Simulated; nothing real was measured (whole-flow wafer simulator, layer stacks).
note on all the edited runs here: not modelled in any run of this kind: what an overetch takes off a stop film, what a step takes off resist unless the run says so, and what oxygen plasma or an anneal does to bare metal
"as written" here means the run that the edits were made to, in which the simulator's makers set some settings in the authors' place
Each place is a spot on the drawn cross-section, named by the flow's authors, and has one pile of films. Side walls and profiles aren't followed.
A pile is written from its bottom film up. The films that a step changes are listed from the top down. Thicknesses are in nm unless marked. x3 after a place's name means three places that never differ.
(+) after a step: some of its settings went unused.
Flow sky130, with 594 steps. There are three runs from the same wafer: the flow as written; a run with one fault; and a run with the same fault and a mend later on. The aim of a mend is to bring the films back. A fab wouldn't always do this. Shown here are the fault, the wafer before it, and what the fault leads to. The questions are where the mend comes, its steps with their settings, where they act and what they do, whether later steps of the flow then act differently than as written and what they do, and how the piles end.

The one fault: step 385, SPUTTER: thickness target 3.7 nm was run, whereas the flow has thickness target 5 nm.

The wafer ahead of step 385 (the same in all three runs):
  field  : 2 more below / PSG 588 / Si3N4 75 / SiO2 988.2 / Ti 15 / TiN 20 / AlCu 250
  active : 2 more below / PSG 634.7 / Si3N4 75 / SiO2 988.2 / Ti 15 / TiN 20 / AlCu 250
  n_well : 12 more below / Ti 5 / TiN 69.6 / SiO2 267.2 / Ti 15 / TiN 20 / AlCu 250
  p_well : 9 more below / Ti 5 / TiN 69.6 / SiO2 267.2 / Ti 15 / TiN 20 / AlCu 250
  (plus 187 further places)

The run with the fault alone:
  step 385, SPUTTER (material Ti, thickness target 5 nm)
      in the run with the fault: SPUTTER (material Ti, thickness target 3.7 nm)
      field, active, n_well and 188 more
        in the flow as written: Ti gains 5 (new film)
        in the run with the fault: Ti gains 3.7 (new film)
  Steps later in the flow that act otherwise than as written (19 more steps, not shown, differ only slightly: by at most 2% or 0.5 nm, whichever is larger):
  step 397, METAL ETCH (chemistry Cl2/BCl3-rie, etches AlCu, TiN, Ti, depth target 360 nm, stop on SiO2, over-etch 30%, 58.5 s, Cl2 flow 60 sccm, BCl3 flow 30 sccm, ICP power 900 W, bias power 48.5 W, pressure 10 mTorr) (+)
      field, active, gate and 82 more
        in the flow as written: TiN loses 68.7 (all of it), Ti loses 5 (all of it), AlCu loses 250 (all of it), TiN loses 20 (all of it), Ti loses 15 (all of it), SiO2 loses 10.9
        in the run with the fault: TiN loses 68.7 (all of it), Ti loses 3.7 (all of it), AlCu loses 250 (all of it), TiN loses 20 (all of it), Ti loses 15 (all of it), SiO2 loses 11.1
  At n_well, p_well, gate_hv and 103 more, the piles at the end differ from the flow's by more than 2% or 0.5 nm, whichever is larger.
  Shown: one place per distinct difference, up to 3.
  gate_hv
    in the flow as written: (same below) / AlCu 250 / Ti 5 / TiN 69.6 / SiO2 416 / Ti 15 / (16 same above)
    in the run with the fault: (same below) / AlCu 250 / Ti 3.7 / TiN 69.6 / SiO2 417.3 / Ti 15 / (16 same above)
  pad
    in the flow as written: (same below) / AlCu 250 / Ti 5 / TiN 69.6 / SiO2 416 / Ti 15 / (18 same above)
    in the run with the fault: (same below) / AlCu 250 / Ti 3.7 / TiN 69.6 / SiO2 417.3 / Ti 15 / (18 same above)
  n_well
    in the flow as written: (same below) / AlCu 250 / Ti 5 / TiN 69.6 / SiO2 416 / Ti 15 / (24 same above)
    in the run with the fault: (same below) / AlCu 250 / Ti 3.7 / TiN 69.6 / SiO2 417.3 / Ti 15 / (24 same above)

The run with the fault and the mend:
  The mend stands after step 385.
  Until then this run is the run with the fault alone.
  step 385a, SPUTTER (material Ti, thickness target 1.3 nm) (a further turn of the flow's step 385, with different settings)
      field, active, n_well and 188 more
        Ti gains 1.3
  None of the later steps of the flow acts differently than as written at any place that is followed.
  The piles end the same as the flow's at every place that both follow.
